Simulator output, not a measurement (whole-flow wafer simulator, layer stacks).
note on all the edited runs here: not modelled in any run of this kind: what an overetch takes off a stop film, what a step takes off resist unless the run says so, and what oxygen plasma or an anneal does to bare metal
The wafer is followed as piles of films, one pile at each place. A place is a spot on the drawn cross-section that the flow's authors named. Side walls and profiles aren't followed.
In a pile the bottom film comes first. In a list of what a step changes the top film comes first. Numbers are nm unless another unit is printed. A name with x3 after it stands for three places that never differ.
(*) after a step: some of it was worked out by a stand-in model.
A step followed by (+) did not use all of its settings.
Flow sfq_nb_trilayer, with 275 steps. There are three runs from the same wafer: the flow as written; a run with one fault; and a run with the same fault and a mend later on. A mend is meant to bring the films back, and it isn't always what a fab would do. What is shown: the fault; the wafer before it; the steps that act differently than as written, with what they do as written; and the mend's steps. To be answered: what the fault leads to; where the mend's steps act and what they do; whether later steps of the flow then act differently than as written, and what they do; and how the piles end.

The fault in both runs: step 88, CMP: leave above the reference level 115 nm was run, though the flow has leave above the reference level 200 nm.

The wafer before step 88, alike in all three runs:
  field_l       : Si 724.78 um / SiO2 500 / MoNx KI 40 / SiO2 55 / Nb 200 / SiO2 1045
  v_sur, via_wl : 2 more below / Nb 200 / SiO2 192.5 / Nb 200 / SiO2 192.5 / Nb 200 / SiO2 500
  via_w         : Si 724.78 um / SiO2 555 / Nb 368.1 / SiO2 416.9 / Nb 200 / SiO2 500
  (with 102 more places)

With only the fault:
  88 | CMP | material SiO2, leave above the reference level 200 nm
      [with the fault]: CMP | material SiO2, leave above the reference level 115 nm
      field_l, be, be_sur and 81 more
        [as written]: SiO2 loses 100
        [with the fault]: SiO2 loses 185
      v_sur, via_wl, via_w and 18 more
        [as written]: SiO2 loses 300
        [with the fault]: SiO2 loses 385
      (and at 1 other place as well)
  Steps later in the flow that act otherwise than as written (not shown: 3 more steps that differ only slightly, by at most 2% or 0.5 nm, whichever is larger):
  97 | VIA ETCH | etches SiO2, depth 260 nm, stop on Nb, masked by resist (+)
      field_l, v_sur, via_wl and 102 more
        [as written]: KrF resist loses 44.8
        [with the fault]: KrF resist loses 29.7
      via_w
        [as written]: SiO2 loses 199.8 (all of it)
        [with the fault]: SiO2 loses 114.8 (all of it)
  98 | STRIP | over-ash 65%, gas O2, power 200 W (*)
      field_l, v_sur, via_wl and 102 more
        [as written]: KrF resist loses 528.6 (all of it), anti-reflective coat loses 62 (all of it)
        [with the fault]: KrF resist loses 543.7 (all of it), anti-reflective coat loses 62 (all of it)
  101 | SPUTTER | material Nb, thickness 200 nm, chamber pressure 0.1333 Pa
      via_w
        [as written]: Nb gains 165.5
        [with the fault]: Nb gains 184.4
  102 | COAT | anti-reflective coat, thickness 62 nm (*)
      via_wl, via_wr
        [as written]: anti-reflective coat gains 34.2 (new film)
        [with the fault]: anti-reflective coat gains 38.3 (new film)
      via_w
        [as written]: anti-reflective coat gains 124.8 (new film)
        [with the fault]: anti-reflective coat gains 105.2 (new film)
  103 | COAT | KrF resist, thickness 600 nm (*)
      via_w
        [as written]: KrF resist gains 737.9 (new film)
        [with the fault]: KrF resist gains 667.7 (new film)
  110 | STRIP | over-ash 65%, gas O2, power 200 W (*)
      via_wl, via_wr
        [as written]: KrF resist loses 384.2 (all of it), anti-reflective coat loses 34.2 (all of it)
        [with the fault]: KrF resist loses 391 (all of it), anti-reflective coat loses 38.3 (all of it)
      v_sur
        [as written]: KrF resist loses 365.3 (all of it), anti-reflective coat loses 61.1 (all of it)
        [with the fault]: KrF resist loses 373.3 (all of it), anti-reflective coat loses 60.4 (all of it)
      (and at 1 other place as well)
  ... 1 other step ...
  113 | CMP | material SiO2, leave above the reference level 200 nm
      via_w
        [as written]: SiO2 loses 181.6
        [with the fault]: SiO2 loses 170.4
  By the end, the piles at field_l, v_sur, via_wl and 103 more depart from the flow's by more than 2% or 0.5 nm, whichever is larger.
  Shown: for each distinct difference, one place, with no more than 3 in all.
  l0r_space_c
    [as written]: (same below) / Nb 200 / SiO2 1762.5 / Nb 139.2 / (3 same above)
    [with the fault]: (same below) / Nb 200 / SiO2 1677.5 / Nb 139.2 / (3 same above)
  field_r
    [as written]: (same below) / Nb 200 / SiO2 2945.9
    [with the fault]: (same below) / Nb 200 / SiO2 2860.9
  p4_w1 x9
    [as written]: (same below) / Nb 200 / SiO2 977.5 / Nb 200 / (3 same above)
    [with the fault]: (same below) / Nb 200 / SiO2 892.5 / Nb 200 / (3 same above)

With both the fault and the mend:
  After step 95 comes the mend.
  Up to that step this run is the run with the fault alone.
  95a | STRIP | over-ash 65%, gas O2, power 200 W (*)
      field_l, v_sur, via_wl and 102 more
        KrF resist loses 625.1 (all of it), anti-reflective coat loses 62 (all of it)
      via_w
        anti-reflective coat loses 62 (all of it)
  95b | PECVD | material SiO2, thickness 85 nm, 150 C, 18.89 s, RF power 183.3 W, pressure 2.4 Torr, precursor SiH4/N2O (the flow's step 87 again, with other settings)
      field_l, v_sur, via_wl and 103 more
        SiO2 gains 85
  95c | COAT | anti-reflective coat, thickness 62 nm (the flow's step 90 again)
      field_l, v_sur, via_wl and 103 more
        anti-reflective coat gains 62 (new film)
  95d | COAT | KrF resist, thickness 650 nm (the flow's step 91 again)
      field_l, v_sur, via_wl and 103 more
        KrF resist gains 650 (new film)
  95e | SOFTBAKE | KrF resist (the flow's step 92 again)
      alters no film at any place that is followed
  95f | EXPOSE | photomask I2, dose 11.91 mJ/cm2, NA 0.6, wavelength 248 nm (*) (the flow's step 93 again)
      alters no film at any place that is followed
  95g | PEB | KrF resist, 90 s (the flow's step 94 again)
      field_l, v_sur, via_wl and 103 more
        KrF resist loses 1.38
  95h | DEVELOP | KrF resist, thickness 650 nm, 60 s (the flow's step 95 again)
      field_l, v_sur, via_wl and 102 more
        KrF resist loses 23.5
      via_w
        KrF resist loses 648.6 (all of it)
  Every later step of the flow that is run acts as written at every place that is followed.
  The piles end the same as the flow's at every place that both follow.
